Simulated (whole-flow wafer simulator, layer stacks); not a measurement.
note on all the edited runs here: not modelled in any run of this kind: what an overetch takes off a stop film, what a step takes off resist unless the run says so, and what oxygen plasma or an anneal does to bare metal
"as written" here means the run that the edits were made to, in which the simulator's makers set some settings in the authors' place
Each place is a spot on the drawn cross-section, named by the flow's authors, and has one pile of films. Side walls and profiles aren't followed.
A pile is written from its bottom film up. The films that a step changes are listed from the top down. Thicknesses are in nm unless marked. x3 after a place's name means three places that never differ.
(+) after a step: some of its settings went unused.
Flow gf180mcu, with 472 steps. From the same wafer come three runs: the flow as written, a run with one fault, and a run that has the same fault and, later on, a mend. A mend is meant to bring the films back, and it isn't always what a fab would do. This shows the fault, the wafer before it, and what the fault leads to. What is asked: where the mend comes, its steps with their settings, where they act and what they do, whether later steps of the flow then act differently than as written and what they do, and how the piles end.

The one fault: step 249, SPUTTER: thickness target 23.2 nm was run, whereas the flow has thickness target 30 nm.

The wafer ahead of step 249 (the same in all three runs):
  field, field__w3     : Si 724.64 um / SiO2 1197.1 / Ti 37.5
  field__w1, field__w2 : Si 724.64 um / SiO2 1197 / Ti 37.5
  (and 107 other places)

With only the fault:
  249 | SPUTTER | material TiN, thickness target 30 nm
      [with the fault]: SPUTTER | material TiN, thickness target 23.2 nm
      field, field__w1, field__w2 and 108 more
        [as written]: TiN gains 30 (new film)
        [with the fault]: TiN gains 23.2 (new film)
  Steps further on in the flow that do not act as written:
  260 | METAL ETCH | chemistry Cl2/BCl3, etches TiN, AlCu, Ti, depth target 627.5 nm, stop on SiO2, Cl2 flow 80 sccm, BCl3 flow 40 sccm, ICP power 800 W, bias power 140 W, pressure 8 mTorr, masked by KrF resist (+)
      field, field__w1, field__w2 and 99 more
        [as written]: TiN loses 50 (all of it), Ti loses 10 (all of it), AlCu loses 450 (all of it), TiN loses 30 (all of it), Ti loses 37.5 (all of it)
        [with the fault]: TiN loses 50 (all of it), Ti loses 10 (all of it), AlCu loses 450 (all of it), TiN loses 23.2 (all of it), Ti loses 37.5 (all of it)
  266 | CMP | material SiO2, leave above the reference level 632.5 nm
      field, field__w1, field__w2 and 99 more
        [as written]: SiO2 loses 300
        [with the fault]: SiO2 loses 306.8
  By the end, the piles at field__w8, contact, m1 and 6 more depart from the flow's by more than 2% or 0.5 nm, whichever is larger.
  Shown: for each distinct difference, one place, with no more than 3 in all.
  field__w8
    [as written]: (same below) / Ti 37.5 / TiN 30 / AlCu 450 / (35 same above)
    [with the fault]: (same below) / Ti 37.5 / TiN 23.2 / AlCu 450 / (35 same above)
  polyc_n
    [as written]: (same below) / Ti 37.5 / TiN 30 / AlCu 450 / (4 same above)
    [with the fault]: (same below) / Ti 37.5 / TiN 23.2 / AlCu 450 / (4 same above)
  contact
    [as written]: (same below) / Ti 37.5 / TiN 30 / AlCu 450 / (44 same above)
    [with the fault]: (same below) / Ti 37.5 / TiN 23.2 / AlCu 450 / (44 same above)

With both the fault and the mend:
  After step 249 comes the mend.
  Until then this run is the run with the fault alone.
  249a | SPUTTER | material TiN, thickness target 6.8 nm (a further turn of the flow's step 249, with different settings)
      field, field__w1, field__w2 and 108 more
        TiN gains 6.8
  None of the later steps of the flow acts differently than as written at any place that is followed.
  The piles end the same as the flow's at every place that both follow.
